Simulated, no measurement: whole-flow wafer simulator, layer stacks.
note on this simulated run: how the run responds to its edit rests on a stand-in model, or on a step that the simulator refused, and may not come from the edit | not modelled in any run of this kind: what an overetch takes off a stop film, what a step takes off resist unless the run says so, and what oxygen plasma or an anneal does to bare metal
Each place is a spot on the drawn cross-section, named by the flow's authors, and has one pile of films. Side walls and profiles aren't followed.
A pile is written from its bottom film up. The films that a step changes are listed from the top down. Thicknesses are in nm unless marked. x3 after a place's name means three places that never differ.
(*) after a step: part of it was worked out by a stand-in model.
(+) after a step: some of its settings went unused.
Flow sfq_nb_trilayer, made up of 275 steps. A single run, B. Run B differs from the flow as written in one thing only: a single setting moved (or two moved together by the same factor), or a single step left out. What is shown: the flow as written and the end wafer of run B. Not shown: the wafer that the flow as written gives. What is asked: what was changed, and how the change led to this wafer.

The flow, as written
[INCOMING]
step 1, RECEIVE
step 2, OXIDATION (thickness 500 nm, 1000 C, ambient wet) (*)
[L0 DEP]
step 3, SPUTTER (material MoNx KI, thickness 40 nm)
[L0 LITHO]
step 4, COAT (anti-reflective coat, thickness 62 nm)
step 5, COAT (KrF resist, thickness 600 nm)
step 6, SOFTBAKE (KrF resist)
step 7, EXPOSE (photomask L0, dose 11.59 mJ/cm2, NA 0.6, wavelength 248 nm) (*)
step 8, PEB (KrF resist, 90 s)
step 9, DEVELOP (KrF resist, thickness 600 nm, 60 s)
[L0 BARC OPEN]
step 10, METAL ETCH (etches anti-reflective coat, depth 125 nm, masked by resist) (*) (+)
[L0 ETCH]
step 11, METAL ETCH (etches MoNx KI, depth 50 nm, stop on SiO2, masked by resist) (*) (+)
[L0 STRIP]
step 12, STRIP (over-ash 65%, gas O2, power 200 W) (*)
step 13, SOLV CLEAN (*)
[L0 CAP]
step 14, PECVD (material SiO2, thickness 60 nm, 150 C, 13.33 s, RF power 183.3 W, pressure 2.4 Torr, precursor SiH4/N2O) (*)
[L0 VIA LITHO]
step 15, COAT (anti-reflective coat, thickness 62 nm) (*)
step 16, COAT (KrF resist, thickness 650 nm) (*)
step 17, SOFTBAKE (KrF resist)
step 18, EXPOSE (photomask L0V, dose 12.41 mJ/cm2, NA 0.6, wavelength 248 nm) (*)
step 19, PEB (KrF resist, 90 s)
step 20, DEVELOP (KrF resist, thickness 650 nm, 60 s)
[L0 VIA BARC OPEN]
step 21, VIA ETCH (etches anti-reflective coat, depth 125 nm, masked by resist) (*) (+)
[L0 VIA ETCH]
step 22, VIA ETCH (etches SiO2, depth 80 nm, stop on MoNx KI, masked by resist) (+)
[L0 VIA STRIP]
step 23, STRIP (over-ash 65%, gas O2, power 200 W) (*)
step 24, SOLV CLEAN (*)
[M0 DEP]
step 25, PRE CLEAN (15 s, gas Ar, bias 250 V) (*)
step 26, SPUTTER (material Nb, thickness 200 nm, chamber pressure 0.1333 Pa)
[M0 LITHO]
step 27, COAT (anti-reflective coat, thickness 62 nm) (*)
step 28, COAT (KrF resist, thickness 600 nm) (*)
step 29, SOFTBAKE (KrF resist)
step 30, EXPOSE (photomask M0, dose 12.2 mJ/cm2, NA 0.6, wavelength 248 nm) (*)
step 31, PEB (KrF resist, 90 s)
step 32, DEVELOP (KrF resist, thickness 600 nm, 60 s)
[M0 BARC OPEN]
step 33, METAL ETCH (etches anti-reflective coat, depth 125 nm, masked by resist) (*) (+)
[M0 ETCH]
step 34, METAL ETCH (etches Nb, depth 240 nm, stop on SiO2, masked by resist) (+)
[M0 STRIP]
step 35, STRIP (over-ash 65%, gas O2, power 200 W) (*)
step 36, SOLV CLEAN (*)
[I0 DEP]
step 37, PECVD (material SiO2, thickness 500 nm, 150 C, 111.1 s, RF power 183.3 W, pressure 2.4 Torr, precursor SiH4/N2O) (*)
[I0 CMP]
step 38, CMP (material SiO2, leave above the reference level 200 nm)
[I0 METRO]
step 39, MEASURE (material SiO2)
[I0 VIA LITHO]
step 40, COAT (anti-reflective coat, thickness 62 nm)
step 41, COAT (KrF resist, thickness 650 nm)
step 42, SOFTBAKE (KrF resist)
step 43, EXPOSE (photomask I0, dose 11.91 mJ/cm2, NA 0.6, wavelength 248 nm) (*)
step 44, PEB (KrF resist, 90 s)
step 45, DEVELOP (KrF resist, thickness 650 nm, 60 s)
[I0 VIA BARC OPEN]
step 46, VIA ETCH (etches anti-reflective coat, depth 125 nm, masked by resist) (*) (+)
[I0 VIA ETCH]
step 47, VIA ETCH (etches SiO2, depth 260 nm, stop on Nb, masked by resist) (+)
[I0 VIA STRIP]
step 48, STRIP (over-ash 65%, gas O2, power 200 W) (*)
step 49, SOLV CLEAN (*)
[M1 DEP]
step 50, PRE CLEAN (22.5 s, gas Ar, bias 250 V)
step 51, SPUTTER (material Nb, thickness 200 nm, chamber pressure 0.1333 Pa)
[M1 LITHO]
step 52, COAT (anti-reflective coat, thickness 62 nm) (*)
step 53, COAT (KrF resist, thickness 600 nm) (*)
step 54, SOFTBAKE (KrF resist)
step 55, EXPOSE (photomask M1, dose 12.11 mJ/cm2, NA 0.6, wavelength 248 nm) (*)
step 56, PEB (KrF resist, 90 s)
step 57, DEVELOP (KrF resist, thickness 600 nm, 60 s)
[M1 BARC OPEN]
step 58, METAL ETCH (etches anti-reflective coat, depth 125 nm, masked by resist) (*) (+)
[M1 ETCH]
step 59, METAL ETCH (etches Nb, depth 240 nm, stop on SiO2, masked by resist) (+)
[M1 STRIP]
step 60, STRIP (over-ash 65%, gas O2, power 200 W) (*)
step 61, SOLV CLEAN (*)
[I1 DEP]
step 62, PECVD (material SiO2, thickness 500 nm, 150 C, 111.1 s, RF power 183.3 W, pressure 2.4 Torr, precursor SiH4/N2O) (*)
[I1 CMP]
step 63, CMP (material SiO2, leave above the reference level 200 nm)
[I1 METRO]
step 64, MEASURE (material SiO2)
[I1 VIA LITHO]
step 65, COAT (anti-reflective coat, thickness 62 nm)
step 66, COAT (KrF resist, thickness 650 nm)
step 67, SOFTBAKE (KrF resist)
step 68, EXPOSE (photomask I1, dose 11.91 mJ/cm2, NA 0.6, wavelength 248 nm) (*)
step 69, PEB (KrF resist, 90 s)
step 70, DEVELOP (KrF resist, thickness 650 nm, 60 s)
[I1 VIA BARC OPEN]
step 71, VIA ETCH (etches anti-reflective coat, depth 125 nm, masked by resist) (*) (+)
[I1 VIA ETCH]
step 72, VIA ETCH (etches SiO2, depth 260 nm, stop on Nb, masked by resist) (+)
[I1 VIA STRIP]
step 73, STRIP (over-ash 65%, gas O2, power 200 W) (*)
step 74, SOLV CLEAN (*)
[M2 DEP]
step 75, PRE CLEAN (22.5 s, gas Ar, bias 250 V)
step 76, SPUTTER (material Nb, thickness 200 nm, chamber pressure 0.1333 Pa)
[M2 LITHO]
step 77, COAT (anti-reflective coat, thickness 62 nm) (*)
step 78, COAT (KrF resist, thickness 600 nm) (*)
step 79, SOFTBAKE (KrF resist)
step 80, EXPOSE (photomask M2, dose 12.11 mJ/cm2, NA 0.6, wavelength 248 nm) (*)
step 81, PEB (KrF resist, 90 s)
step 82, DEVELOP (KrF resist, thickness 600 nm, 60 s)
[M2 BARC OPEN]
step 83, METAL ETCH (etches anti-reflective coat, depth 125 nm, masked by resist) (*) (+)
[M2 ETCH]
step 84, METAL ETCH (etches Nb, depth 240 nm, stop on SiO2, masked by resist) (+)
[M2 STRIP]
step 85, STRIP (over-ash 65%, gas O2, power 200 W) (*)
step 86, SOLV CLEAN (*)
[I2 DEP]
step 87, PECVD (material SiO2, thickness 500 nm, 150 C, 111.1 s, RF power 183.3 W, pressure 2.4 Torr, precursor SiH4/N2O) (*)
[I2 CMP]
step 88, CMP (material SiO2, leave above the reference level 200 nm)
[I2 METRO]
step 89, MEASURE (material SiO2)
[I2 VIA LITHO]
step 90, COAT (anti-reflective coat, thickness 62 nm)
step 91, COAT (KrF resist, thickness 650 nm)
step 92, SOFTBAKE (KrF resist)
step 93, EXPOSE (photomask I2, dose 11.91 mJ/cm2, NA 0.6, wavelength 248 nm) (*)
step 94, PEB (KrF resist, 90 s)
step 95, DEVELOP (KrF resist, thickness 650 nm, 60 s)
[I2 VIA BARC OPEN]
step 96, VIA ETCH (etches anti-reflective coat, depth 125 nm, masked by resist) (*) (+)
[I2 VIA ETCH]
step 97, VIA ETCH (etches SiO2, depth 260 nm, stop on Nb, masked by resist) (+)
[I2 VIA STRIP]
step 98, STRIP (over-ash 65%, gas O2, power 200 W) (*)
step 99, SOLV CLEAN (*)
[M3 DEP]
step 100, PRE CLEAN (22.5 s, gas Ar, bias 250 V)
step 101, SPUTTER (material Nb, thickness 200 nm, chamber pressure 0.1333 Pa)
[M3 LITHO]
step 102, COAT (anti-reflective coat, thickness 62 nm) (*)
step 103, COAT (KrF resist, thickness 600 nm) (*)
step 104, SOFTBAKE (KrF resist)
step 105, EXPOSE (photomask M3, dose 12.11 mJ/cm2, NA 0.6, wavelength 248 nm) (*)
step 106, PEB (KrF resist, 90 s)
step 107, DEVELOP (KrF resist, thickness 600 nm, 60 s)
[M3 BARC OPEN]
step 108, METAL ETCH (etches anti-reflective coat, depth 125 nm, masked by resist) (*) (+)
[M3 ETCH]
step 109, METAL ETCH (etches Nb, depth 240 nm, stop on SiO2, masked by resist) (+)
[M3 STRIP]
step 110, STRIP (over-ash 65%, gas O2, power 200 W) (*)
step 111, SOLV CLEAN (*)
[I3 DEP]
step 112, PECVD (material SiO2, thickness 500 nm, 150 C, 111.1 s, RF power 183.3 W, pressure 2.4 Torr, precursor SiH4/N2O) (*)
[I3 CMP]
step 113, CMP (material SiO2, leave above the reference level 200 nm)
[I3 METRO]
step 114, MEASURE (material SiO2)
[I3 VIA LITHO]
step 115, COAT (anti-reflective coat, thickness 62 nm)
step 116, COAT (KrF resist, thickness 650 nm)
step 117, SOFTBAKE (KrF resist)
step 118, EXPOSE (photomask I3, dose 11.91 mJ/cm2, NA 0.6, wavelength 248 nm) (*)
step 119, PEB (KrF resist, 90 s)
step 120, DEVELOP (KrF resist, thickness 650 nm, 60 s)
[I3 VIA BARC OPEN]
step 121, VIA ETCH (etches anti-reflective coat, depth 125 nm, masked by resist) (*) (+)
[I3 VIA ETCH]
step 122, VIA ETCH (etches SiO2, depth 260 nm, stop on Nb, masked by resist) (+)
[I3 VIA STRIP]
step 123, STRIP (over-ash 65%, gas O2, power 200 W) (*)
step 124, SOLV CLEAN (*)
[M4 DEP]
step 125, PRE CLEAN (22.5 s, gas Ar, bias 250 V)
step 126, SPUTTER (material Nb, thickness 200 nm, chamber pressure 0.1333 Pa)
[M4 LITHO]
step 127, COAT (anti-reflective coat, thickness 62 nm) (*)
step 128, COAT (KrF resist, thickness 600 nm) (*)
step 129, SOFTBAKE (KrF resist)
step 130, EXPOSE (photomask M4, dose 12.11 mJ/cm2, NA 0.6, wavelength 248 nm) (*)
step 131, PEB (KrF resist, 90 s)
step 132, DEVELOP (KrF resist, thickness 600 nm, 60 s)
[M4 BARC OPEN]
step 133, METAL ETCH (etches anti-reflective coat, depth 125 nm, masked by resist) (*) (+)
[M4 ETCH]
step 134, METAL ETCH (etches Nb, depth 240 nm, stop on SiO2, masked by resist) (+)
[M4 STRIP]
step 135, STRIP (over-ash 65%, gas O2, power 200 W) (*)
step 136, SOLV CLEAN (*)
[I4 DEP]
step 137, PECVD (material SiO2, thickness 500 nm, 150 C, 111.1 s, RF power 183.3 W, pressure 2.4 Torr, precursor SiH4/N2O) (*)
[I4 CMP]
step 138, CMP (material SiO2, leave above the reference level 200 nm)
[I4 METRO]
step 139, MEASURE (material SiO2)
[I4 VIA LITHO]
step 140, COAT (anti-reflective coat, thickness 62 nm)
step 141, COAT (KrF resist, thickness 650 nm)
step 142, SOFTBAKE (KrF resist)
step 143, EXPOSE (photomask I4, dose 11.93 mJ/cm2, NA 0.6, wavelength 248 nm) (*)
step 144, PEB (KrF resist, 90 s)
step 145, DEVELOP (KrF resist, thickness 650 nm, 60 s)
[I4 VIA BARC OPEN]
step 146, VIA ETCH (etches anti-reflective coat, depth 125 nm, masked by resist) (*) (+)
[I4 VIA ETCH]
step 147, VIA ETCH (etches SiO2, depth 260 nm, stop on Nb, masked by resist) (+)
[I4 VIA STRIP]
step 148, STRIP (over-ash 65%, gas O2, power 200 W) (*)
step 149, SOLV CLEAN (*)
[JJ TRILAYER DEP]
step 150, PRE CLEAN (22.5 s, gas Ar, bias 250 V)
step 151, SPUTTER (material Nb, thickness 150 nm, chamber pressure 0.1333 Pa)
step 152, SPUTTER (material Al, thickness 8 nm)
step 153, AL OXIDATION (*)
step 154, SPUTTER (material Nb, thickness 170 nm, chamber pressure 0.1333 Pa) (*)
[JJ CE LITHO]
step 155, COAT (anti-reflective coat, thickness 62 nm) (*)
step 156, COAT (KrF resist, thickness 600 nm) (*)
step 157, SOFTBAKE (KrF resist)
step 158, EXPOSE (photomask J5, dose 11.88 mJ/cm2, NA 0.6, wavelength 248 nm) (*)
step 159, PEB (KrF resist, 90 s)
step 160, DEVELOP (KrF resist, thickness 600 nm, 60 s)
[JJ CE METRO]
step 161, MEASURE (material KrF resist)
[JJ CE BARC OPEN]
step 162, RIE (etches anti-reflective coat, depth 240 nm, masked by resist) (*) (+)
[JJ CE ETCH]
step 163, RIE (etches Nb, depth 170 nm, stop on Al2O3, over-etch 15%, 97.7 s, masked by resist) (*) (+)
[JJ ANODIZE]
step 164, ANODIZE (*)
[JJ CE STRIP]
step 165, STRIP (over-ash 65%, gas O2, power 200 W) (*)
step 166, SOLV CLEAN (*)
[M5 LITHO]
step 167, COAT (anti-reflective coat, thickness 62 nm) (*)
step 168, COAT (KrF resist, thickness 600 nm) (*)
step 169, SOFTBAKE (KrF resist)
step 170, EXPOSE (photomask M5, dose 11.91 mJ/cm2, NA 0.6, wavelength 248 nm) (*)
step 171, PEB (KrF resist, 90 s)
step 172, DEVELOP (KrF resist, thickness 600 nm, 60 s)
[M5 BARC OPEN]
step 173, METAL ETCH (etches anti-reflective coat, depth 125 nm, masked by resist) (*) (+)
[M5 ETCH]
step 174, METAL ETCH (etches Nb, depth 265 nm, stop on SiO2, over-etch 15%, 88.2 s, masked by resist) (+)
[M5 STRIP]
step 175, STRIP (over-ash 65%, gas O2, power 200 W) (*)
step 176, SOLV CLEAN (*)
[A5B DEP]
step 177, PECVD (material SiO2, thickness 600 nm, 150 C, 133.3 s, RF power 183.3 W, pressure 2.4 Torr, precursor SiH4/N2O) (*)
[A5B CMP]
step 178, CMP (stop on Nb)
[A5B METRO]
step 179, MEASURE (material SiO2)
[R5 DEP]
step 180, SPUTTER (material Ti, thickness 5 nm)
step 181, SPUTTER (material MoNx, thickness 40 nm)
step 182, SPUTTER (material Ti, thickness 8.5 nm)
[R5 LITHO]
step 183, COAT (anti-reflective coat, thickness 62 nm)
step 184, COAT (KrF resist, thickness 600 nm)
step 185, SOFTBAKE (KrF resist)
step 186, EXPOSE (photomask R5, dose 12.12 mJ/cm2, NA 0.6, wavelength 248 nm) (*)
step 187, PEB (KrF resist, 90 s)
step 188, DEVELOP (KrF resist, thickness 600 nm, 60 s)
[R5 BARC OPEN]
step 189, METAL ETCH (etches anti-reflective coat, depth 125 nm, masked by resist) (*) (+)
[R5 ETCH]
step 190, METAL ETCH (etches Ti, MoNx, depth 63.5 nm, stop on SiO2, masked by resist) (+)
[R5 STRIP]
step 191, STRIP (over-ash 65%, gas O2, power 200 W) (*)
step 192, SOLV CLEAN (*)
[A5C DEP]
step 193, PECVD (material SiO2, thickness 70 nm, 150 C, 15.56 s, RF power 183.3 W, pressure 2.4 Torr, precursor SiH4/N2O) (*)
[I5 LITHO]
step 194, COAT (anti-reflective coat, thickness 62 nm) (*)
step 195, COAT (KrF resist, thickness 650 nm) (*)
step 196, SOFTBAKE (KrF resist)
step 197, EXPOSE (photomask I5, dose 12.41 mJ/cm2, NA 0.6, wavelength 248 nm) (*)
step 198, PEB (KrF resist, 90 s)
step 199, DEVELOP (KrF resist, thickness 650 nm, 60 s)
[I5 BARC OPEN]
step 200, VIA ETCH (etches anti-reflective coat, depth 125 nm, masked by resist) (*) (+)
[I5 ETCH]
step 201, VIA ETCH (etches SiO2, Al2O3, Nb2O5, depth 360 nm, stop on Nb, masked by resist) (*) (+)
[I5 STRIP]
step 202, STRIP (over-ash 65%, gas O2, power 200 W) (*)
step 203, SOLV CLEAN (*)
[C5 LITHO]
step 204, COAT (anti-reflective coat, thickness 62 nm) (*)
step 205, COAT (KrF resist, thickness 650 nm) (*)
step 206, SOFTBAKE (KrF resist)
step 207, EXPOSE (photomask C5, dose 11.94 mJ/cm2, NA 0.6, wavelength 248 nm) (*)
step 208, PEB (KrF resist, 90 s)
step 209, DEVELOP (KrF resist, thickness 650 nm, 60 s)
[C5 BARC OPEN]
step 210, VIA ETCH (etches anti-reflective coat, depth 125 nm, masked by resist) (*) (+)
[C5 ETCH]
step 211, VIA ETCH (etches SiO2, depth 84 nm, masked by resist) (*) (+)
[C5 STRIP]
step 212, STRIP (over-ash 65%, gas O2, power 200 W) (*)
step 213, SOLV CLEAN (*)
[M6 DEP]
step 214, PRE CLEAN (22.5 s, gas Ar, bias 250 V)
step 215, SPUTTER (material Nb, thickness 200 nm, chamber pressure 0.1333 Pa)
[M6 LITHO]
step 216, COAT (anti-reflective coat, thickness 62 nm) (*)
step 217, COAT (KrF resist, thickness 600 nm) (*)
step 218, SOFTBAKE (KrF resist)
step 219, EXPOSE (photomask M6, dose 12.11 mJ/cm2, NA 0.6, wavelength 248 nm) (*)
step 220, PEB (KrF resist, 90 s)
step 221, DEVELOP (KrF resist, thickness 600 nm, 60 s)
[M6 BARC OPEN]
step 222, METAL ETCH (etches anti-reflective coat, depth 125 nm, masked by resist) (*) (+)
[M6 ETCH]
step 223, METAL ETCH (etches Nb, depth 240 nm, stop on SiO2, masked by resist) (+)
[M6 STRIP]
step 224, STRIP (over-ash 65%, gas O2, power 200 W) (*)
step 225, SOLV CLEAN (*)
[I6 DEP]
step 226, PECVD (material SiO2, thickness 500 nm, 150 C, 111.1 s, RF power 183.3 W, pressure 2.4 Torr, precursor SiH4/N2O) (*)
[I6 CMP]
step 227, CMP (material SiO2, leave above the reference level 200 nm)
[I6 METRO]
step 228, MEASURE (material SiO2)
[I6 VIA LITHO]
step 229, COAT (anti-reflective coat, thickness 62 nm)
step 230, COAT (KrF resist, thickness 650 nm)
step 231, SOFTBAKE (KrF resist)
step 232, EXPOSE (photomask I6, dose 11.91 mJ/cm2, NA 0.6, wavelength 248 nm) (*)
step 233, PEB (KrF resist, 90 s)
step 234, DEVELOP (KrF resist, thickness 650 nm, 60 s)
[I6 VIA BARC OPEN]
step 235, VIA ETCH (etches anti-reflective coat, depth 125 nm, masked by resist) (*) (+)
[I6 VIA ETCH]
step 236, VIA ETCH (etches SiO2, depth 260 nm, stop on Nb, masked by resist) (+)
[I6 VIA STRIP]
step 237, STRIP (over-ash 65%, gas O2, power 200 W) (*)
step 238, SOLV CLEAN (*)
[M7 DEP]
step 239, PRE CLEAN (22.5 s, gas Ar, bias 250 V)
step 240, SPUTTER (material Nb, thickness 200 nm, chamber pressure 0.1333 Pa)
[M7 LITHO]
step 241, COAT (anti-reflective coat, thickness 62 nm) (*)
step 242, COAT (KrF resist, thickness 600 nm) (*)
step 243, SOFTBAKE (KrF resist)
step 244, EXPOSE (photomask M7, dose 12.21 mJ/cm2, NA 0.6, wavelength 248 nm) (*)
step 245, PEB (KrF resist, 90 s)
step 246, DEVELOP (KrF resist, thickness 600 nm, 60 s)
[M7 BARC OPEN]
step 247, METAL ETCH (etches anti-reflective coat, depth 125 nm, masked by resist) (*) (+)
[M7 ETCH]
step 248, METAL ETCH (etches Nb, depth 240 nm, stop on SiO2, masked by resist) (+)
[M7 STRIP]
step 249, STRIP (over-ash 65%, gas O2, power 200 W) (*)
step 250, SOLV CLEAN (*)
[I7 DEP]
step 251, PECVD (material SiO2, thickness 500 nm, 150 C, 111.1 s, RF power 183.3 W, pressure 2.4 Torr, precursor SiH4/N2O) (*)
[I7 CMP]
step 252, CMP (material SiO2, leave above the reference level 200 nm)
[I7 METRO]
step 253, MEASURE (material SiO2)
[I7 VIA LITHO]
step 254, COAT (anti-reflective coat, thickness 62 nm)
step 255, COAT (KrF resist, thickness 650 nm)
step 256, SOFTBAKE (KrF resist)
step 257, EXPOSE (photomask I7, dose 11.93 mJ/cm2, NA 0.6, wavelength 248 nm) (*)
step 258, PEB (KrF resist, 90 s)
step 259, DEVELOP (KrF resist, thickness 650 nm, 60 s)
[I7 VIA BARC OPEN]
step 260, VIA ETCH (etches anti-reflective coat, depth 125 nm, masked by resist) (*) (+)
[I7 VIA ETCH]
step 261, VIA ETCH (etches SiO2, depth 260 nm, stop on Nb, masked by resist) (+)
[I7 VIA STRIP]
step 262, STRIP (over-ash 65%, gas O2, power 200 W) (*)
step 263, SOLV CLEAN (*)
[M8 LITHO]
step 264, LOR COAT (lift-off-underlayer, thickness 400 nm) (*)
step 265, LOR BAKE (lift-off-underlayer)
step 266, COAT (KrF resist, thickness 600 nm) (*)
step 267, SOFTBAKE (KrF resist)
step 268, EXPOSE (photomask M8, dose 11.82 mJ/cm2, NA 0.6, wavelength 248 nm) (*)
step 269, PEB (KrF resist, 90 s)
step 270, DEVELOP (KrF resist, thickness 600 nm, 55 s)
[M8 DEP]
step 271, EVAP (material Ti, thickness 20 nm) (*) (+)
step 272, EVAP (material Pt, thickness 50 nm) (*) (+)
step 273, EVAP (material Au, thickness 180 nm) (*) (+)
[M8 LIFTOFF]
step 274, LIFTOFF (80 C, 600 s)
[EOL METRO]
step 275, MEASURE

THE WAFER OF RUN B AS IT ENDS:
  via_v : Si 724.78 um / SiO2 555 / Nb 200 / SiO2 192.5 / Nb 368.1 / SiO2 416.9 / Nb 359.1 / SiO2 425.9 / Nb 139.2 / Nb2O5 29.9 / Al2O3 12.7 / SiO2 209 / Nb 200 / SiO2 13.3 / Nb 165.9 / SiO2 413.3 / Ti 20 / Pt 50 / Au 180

What caused this: step 236, VIA ETCH: depth 179 nm was run, while the flow as written has depth 260 nm.

How this came from the change, step by step:
  step 236, VIA ETCH (etches SiO2, depth 260 nm, stop on Nb, masked by resist) (+)
      via_v: -179 SiO2 (as written it would have been: -199.8 SiO2 (all of it))
      field_l, v_sur, via_wl and 102 more: -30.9 KrF resist (as written it would have been: -44.8 KrF resist)
  step 237, STRIP (over-ash 65%, gas O2, power 200 W) (*)
      field_l, v_sur, via_wl and 102 more: -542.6 KrF resist (all of it), -62 anti-reflective coat (all of it) (as written it would have been: -528.6 KrF resist (all of it), -62 anti-reflective coat (all of it))
  step 239, PRE CLEAN (22.5 s, gas Ar, bias 250 V)
      via_v: -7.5 SiO2 (as written it would have been: -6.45 Nb)
  step 240, SPUTTER (material Nb, thickness 200 nm, chamber pressure 0.1333 Pa)
      via_v: +165.9 Nb (new film) (as written it would have been: +161.1 Nb)
  step 241, COAT (anti-reflective coat, thickness 62 nm) (*)
      via_v: +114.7 anti-reflective coat (new film) (as written it would have been: +126 anti-reflective coat (new film))
      wire: +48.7 anti-reflective coat (new film) (as written it would have been: +50.3 anti-reflective coat (new film))
  step 249, STRIP (over-ash 65%, gas O2, power 200 W) (*)
      via_v: -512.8 KrF resist (all of it), -114.7 anti-reflective coat (all of it) (as written it would have been: -524.5 KrF resist (all of it), -126 anti-reflective coat (all of it))
      wire: -376.4 KrF resist (all of it), -48.7 anti-reflective coat (all of it) (as written it would have been: -374.1 KrF resist (all of it), -50.3 anti-reflective coat (all of it))
  step 251, PECVD (material SiO2, thickness 500 nm, 150 C, 111.1 s, RF power 183.3 W, pressure 2.4 Torr, precursor SiH4/N2O) (*)
      via_v: +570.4 SiO2 (new film) (as written it would have been: +621 SiO2 (new film))
  step 252, CMP (material SiO2, leave above the reference level 200 nm)
      via_v: -157.1 SiO2 (as written it would have been: -183.1 SiO2)
If metal films that touch count as one body, via_v has 7 bodies (between them, from the top down: SiO2 413.3; SiO2 13.3; SiO2 209 / Al2O3 12.7 / Nb2O5 29.9; SiO2 425.9; SiO2 416.9; SiO2 192.5); the flow as written gives 6 bodies (between them, from the top down: SiO2 437.8; SiO2 209 / Al2O3 12.7 / Nb2O5 29.9; SiO2 425.9; SiO2 416.9; SiO2 192.5).
